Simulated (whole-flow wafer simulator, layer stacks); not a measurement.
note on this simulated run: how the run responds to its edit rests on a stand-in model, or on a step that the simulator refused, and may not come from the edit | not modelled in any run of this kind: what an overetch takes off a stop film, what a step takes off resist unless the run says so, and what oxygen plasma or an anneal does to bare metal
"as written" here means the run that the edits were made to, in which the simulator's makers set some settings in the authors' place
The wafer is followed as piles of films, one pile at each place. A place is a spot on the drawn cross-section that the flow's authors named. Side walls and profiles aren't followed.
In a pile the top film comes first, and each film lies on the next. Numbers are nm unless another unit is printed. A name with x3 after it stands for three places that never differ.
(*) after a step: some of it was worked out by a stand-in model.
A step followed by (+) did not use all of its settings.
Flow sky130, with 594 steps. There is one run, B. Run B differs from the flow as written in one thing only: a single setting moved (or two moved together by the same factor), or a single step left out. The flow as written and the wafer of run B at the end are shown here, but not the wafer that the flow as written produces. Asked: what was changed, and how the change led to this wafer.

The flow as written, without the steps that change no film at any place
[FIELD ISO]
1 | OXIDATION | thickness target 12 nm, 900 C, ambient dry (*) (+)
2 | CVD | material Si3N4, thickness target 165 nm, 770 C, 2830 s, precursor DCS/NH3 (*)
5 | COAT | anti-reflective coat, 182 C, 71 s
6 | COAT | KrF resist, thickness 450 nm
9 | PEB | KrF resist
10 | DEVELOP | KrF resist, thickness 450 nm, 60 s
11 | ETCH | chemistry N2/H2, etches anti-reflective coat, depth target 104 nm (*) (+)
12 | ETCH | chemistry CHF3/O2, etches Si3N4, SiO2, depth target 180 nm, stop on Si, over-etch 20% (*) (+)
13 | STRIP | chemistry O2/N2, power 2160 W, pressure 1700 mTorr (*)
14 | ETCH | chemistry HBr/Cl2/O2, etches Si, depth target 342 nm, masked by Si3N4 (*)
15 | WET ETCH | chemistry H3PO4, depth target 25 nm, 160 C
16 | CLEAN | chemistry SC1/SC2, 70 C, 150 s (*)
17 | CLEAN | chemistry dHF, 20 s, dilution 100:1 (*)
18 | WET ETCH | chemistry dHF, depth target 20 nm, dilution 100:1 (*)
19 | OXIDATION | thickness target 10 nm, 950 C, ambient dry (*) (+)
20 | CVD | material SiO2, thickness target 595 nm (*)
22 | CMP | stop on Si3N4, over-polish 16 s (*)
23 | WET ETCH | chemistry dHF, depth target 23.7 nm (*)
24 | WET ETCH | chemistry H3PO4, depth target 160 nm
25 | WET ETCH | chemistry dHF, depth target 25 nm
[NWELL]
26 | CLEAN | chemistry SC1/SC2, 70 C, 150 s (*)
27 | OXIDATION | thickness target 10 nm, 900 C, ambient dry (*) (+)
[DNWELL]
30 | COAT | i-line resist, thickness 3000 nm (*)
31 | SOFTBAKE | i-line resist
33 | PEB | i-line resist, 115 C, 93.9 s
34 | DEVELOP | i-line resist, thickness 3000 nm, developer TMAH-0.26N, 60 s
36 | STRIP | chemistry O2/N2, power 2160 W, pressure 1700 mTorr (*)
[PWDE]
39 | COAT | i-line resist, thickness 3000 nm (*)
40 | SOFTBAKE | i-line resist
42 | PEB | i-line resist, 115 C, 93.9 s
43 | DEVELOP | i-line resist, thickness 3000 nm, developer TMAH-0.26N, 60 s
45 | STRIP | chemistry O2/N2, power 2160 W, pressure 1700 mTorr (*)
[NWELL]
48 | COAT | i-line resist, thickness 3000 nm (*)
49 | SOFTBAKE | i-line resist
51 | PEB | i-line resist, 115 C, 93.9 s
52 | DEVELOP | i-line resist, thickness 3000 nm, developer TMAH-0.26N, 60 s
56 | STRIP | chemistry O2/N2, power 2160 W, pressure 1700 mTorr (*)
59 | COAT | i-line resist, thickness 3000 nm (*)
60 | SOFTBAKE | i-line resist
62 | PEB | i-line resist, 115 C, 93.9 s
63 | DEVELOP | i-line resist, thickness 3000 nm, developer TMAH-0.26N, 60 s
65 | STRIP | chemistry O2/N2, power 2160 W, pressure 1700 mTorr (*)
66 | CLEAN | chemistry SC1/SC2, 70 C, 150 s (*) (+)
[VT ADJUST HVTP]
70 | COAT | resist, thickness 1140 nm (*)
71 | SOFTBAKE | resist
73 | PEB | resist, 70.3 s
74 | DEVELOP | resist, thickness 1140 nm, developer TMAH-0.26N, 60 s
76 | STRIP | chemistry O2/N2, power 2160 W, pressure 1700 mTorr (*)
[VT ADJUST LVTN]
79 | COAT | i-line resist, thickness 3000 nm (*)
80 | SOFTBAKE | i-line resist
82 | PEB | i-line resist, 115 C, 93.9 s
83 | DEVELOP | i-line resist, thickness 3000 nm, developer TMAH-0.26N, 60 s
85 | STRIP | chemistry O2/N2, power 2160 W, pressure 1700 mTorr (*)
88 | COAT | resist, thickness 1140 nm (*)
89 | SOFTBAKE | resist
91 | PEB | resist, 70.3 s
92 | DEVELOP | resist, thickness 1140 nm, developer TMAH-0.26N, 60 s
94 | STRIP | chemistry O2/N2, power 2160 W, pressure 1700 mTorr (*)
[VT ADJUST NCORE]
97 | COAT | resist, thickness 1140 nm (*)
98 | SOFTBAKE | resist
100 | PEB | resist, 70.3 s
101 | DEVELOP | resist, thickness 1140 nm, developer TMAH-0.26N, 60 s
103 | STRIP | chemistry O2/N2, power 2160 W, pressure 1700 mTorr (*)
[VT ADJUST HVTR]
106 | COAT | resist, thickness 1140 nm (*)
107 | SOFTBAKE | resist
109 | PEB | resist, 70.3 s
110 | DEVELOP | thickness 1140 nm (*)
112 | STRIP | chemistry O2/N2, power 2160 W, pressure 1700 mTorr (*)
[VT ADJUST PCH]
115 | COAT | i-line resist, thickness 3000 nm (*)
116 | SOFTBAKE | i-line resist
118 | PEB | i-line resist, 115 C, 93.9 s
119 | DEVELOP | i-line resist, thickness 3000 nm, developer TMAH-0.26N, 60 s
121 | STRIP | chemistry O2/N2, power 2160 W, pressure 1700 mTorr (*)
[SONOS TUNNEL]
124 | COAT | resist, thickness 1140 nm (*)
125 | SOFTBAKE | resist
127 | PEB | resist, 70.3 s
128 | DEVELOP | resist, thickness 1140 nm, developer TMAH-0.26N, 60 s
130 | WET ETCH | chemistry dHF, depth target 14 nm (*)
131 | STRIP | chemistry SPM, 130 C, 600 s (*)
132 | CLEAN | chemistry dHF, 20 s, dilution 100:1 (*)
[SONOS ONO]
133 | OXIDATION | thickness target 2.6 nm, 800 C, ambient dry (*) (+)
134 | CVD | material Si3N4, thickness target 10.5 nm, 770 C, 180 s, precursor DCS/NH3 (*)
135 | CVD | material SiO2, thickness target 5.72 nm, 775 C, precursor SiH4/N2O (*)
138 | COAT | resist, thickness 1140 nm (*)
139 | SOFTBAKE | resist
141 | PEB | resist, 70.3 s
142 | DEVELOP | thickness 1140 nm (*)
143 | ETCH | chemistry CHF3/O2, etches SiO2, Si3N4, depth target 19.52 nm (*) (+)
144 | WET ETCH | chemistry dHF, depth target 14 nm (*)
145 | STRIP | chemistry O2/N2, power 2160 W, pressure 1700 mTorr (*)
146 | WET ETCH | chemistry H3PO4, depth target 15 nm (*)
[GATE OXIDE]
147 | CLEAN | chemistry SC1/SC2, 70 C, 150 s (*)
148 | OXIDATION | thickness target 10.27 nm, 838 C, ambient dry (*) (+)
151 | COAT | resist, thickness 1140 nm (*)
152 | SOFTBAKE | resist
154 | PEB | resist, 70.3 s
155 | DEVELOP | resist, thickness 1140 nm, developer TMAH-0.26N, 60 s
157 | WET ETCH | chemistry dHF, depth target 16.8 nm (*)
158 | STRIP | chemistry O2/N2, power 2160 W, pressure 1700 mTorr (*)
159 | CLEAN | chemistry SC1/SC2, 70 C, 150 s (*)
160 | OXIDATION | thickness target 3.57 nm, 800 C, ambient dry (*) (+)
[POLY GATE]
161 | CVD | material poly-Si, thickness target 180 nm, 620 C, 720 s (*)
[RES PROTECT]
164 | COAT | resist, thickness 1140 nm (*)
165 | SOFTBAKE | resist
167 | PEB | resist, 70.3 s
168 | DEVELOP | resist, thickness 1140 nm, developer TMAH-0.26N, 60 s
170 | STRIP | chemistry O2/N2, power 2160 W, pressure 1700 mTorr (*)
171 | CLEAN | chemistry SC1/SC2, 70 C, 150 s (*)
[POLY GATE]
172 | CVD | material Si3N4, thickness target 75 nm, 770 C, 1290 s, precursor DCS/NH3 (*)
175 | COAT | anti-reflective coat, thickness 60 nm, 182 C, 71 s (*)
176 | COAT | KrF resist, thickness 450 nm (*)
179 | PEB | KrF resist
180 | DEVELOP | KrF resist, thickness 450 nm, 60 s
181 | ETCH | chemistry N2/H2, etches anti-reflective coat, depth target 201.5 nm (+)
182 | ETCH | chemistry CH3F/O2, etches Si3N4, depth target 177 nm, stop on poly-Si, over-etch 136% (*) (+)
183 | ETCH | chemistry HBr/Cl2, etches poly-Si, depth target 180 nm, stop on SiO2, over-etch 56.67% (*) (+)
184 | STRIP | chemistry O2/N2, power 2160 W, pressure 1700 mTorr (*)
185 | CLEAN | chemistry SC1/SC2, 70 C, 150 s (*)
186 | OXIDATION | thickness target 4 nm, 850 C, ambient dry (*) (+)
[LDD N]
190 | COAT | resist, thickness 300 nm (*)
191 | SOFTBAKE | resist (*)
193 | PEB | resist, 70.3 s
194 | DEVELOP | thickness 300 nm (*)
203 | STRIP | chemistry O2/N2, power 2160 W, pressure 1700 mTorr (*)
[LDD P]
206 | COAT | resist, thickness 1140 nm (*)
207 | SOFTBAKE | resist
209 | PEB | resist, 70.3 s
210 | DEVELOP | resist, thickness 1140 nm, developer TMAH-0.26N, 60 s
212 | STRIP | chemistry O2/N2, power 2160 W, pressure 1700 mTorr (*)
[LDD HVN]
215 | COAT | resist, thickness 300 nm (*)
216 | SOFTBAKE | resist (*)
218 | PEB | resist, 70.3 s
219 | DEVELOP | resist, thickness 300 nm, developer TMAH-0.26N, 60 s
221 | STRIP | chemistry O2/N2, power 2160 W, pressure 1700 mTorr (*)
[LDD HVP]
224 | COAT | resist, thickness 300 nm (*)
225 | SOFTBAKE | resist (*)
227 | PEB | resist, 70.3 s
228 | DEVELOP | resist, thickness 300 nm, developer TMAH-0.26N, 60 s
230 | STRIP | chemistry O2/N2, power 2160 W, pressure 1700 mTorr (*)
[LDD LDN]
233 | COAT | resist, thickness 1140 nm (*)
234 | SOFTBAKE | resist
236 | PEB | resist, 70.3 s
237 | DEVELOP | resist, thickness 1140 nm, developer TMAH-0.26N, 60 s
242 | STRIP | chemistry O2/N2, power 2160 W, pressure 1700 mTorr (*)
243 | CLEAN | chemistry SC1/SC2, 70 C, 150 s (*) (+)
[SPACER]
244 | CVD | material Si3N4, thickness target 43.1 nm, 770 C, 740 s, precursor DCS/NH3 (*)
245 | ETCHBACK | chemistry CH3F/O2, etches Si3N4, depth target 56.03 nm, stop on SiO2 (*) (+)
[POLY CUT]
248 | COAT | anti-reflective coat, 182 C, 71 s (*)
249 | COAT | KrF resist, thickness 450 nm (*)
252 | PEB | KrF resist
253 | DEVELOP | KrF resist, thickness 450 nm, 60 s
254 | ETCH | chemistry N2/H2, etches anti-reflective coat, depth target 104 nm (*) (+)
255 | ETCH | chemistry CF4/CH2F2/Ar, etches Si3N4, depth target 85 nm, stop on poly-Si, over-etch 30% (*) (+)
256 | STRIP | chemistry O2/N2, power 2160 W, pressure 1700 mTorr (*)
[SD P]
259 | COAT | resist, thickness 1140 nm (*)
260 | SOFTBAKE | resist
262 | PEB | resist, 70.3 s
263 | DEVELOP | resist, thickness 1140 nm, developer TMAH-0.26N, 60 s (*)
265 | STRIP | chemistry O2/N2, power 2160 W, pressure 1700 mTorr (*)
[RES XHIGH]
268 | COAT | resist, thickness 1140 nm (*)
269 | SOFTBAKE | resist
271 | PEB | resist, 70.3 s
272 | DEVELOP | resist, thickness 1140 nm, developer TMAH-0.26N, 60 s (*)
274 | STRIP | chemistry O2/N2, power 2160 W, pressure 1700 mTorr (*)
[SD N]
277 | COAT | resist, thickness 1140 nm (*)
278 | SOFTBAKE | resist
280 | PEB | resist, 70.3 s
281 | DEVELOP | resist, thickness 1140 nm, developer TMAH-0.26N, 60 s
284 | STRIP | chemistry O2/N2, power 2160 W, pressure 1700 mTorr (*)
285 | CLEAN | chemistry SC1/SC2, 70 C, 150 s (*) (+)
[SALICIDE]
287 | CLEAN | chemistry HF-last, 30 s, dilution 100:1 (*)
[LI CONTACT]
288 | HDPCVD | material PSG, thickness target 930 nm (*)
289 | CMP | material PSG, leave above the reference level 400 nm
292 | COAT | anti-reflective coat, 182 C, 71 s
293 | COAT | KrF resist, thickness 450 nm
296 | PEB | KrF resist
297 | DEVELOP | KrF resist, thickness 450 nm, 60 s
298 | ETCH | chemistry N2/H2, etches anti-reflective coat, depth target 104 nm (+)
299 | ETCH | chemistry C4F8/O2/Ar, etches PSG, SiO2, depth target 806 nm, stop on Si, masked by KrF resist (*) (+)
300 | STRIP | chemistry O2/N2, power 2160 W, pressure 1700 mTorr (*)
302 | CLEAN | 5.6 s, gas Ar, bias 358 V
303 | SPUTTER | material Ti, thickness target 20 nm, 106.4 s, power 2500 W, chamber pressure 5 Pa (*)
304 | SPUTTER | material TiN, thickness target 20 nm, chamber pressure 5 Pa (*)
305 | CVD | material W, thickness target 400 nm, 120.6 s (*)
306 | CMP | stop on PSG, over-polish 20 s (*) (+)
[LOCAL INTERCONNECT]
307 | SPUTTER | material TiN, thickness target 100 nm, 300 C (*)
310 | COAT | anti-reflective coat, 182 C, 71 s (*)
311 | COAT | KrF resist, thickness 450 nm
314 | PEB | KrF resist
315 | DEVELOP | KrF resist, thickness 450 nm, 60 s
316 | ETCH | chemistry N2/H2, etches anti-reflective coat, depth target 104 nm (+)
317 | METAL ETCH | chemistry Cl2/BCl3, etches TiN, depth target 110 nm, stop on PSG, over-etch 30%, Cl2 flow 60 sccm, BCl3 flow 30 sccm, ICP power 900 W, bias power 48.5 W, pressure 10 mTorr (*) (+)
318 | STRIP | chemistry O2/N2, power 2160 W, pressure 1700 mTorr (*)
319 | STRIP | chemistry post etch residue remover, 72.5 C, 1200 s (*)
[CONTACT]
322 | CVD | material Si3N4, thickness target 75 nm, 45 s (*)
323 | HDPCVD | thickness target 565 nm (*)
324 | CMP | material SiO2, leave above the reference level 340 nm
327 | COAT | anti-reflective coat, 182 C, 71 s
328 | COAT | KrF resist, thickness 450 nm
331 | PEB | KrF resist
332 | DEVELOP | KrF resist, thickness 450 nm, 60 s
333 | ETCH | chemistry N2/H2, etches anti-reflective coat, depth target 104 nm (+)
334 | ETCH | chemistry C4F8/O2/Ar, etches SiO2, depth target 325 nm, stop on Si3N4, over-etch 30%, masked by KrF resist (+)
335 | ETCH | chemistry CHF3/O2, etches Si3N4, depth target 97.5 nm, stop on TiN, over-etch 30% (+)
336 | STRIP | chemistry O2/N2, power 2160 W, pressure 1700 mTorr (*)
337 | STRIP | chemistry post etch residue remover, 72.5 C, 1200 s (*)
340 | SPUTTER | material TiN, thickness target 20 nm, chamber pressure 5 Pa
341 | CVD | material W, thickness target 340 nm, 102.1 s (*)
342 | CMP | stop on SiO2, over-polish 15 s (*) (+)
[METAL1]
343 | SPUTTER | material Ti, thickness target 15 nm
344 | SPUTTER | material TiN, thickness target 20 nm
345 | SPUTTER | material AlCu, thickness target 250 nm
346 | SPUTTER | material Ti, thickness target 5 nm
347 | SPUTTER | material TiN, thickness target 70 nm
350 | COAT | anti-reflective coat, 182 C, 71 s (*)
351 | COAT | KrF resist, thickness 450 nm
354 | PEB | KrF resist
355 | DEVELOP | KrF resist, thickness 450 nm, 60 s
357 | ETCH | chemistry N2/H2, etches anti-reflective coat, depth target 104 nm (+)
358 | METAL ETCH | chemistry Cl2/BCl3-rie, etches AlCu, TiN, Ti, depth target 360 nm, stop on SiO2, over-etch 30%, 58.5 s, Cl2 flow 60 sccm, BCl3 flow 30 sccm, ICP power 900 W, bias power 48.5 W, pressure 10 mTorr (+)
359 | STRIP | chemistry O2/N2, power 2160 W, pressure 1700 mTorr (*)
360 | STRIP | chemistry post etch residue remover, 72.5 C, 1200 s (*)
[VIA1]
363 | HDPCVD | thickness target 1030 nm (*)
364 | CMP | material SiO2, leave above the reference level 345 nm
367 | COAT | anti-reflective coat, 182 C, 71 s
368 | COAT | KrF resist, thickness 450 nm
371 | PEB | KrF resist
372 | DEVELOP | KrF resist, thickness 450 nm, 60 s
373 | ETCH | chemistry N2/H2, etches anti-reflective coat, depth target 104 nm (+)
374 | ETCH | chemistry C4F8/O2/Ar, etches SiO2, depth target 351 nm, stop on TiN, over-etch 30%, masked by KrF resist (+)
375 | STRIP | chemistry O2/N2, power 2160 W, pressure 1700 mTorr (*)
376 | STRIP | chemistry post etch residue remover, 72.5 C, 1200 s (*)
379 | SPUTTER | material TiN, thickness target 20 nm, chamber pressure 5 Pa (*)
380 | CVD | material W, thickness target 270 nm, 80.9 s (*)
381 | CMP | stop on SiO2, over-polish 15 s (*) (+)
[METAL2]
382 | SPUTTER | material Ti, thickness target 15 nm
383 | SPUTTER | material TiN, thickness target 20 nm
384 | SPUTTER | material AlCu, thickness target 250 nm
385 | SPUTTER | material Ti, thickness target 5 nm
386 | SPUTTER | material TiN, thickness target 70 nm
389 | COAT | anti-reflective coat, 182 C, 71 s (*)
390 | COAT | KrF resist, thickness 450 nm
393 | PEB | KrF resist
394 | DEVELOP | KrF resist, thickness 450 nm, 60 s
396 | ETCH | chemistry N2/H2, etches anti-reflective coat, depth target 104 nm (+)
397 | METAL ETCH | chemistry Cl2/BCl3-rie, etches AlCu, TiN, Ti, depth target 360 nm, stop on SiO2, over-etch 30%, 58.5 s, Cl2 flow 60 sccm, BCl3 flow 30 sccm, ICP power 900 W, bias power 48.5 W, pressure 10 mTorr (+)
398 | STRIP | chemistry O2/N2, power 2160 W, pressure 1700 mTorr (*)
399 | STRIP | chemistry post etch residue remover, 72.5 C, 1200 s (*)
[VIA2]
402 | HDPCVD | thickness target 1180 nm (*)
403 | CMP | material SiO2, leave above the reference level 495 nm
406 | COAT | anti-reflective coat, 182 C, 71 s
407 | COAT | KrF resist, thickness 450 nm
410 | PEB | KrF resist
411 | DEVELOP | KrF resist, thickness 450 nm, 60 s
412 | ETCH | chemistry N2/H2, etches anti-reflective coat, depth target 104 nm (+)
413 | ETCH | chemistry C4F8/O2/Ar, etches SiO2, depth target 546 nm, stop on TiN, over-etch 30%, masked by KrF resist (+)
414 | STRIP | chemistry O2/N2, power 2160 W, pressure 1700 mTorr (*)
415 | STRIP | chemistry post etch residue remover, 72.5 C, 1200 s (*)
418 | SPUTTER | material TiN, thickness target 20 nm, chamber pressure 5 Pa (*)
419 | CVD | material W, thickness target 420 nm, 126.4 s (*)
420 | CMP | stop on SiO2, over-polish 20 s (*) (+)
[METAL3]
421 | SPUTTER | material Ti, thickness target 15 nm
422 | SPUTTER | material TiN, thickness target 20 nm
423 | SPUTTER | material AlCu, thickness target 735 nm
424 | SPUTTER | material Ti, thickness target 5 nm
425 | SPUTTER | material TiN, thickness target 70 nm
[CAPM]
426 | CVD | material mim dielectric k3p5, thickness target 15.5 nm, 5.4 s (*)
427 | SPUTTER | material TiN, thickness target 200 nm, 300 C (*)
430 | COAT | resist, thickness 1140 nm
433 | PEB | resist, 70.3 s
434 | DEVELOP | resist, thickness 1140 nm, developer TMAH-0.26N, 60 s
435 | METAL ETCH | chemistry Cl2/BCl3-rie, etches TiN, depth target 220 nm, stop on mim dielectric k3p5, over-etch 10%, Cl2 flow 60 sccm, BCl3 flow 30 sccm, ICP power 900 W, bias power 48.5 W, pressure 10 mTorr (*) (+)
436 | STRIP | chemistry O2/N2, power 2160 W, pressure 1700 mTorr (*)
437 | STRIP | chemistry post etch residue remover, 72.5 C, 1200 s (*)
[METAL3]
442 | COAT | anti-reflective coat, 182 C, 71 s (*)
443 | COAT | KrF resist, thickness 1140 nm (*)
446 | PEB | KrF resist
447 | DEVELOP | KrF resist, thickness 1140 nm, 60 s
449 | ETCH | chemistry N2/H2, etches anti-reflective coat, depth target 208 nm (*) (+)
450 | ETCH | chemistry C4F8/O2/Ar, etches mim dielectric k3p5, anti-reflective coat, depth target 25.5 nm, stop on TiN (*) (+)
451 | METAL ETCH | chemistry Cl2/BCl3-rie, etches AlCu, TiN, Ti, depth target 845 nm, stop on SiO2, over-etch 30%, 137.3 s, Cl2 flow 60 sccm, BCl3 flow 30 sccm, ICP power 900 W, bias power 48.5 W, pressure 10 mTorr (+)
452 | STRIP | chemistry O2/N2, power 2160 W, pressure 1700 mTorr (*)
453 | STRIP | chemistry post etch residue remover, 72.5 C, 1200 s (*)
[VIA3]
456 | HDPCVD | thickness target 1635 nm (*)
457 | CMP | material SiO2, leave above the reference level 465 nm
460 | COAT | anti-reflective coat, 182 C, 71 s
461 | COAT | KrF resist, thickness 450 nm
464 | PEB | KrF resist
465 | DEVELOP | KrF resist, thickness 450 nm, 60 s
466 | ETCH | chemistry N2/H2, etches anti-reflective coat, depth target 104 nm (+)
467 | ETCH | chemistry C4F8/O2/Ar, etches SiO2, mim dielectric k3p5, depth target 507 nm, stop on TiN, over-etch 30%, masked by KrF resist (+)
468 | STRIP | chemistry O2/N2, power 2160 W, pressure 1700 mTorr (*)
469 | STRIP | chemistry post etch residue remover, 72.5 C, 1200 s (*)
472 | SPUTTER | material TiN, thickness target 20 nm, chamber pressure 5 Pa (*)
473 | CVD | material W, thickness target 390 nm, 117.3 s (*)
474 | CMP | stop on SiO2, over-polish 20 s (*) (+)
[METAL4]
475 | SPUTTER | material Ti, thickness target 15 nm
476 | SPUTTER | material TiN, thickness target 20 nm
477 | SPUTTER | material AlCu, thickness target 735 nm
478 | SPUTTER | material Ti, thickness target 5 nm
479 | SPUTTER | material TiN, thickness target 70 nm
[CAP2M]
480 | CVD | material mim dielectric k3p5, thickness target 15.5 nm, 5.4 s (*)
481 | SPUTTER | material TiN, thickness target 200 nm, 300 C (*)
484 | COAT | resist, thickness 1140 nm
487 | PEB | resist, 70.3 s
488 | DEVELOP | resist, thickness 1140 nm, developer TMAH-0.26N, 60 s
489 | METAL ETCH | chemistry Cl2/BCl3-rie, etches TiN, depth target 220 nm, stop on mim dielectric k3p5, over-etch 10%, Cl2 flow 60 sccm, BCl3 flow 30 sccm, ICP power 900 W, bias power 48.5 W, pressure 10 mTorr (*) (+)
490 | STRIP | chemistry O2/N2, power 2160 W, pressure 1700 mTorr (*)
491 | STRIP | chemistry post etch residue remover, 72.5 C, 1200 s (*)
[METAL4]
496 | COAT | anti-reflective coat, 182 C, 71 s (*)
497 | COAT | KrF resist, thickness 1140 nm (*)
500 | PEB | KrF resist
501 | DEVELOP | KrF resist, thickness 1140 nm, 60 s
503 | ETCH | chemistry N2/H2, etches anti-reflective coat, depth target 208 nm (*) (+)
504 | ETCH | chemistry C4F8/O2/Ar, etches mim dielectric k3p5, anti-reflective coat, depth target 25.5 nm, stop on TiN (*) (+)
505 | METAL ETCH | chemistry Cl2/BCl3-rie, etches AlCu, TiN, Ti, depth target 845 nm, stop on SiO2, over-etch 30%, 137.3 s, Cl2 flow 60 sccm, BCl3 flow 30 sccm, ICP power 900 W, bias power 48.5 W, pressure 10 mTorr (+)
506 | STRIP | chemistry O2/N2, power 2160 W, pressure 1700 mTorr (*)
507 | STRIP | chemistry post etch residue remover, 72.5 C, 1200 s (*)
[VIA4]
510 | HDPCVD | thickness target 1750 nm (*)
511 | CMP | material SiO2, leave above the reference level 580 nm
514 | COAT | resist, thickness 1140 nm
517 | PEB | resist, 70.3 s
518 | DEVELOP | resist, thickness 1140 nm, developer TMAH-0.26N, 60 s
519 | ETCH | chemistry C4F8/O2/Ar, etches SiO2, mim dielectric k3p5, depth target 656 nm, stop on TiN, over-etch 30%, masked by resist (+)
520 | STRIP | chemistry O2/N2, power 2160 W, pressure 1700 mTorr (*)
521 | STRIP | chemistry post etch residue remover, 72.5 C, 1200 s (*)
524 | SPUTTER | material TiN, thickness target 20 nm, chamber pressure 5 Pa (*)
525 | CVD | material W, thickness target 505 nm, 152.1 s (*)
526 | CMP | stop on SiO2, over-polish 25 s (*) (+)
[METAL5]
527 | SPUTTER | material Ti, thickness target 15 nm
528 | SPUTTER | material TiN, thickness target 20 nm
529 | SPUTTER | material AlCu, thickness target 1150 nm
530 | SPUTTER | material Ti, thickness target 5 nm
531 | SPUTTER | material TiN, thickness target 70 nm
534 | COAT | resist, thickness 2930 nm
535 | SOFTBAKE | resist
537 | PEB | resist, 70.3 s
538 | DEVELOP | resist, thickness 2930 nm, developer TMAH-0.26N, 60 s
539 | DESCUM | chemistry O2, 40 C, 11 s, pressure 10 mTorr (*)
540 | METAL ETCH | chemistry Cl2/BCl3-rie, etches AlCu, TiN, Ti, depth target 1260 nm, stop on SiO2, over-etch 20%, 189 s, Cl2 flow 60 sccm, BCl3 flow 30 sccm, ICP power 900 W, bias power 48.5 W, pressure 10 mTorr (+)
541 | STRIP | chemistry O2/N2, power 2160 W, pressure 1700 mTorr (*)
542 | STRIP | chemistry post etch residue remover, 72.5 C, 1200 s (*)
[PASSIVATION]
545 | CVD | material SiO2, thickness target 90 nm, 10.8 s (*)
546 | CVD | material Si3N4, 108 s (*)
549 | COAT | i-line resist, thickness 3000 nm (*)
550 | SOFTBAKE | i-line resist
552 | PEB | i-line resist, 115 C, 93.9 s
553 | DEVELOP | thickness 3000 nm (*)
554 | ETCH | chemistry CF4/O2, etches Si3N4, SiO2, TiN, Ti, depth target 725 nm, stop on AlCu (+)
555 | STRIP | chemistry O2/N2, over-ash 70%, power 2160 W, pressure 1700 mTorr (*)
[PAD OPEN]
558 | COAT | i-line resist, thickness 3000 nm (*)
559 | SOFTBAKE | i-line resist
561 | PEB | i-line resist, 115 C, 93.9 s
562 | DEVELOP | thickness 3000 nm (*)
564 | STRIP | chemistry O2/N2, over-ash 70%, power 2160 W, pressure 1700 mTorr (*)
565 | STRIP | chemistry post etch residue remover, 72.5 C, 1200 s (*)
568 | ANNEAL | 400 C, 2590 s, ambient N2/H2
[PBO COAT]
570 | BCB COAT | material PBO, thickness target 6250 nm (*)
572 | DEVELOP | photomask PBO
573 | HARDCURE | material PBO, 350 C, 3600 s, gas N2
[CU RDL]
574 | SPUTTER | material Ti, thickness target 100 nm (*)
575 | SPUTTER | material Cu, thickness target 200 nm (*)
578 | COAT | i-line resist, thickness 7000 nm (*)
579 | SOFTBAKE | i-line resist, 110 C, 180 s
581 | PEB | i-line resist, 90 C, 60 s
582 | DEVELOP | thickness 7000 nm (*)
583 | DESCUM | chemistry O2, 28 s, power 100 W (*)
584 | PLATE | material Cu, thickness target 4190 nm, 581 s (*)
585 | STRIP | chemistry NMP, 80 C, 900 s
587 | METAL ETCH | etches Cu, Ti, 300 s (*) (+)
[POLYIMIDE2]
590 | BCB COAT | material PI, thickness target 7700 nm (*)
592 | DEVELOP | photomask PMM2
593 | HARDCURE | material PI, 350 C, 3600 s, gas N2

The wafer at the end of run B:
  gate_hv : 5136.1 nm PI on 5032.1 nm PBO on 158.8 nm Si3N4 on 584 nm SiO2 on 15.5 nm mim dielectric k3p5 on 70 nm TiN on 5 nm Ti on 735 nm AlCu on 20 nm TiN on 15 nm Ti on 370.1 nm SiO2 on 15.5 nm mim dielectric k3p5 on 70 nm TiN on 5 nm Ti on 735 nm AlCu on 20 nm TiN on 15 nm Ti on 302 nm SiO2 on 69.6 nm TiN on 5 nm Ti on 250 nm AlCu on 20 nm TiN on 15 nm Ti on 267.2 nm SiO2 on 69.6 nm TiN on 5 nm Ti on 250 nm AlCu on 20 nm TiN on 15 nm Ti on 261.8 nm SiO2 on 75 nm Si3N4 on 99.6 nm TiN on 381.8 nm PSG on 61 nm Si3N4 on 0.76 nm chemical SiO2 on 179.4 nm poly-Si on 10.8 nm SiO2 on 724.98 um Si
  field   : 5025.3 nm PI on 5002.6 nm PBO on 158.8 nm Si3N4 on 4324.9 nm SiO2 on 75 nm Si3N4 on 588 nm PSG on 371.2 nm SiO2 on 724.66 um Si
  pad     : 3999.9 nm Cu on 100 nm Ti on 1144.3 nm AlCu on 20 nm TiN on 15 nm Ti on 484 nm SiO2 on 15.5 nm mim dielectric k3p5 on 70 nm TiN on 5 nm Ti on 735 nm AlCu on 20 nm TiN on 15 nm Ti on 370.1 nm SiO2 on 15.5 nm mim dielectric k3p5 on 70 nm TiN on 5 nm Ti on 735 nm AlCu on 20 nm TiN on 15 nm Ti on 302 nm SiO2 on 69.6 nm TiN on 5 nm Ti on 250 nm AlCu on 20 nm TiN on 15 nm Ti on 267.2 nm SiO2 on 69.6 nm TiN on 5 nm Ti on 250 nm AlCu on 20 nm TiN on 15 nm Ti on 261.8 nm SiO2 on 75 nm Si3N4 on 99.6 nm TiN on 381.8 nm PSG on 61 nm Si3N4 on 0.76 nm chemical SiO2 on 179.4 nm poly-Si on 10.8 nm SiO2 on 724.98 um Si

The reason: step 403, CMP: leave above the reference level 381 nm was run, while the flow as written has leave above the reference level 495 nm.

The path from the change to this, step by step:
  403 | CMP | material SiO2, leave above the reference level 495 nm
      n_well, p_well, gate_hv and 101 more: -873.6 SiO2 (in the flow as written it would be: -759.6 SiO2)
      field, active, gate and 82 more: -503.1 SiO2 (in the flow as written it would be: -389.1 SiO2)
      (also at 2 further places)
  413 | ETCH | chemistry C4F8/O2/Ar, etches SiO2, depth target 546 nm, stop on TiN, over-etch 30%, masked by KrF resist (+)
      field, active, n_well and 186 more: -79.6 KrF resist (in the flow as written it would be: -109.2 KrF resist)
      m1: -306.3 SiO2 (all of it) (in the flow as written it would be: -420.3 SiO2 (all of it))
      (also at 1 further place)
  414 | STRIP | chemistry O2/N2, power 2160 W, pressure 1700 mTorr (*)
      field, active, n_well and 186 more: -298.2 KrF resist (all of it), -80 anti-reflective coat (all of it) (in the flow as written it would be: -268.6 KrF resist (all of it), -80 anti-reflective coat (all of it))
  418 | SPUTTER | material TiN, thickness target 20 nm, chamber pressure 5 Pa (*)
      m1: +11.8 TiN (in the flow as written it would be: +10.2 TiN)
      via2_hole: +11.7 TiN (in the flow as written it would be: +10.2 TiN)
  419 | CVD | material W, thickness target 420 nm, 126.4 s (*)
      m1: +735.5 W (new film) (in the flow as written it would be: +851.1 W (new film))
      via2_hole: +735.1 W (new film) (in the flow as written it would be: +850.7 W (new film))
